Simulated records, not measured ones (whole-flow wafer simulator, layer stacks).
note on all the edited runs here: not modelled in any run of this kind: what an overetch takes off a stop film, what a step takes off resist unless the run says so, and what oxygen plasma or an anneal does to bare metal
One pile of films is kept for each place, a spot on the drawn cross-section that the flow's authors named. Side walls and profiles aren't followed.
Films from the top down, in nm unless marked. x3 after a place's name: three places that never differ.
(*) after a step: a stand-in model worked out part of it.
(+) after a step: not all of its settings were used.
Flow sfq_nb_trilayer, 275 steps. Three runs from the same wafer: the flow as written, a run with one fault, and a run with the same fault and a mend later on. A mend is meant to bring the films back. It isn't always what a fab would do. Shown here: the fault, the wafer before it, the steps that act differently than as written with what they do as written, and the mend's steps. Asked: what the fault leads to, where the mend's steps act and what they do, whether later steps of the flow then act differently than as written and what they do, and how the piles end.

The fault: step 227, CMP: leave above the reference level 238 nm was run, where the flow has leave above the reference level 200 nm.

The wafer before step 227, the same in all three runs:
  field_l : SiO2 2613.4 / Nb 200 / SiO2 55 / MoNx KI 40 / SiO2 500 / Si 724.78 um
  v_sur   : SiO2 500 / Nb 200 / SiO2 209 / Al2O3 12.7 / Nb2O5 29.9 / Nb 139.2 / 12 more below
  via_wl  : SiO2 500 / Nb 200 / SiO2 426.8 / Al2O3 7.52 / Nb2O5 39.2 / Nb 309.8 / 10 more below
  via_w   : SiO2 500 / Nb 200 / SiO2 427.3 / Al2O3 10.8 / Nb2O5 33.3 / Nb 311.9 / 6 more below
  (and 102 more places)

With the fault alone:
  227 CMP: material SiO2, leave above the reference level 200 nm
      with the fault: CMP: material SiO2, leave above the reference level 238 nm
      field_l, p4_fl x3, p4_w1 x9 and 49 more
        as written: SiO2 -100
        with the fault: SiO2 -62
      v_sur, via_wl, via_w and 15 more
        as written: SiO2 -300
        with the fault: SiO2 -262
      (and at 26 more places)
  Later steps of the flow that act differently than as written (3 more steps differ only slightly, by at most 2% or 0.5 nm, whichever is larger, and aren't shown):
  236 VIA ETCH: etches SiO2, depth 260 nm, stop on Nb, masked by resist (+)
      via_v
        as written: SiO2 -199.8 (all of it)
        with the fault: SiO2 -237.8 (all of it)
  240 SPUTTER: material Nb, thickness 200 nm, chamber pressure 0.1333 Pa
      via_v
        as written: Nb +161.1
        with the fault: Nb +152.2
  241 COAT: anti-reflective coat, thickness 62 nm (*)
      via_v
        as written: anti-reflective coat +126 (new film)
        with the fault: anti-reflective coat +134.4 (new film)
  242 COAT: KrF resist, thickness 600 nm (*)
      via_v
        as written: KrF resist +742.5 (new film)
        with the fault: KrF resist +774.6 (new film)
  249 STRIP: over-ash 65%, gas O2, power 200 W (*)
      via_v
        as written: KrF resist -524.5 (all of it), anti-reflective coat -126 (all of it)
        with the fault: KrF resist -556.5 (all of it), anti-reflective coat -134.4 (all of it)
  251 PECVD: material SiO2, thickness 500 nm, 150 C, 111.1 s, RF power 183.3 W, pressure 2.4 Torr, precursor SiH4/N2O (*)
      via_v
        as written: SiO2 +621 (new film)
        with the fault: SiO2 +667.9 (new film)
  At the end the piles differ from the flow's by more than 2% or 0.5 nm, whichever is larger, at v_sur, via_wl, via_w and 80 more.
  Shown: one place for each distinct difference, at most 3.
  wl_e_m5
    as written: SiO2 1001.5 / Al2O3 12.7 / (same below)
    with the fault: SiO2 1039.5 / Al2O3 12.7 / (same below)
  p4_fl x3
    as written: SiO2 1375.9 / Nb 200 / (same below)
    with the fault: SiO2 1413.9 / Nb 200 / (same below)
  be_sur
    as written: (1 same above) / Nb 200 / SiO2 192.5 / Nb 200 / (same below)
    with the fault: (1 same above) / Nb 200 / SiO2 230.5 / Nb 200 / (same below)

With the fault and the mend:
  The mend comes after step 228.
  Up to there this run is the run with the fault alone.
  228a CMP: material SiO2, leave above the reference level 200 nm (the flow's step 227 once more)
      field_l, v_sur, via_wl and 103 more
        SiO2 -38
  No later step of the flow acts differently than as written at any place that is followed.
  At the end the piles are the same as the flow's at every place that both follow.
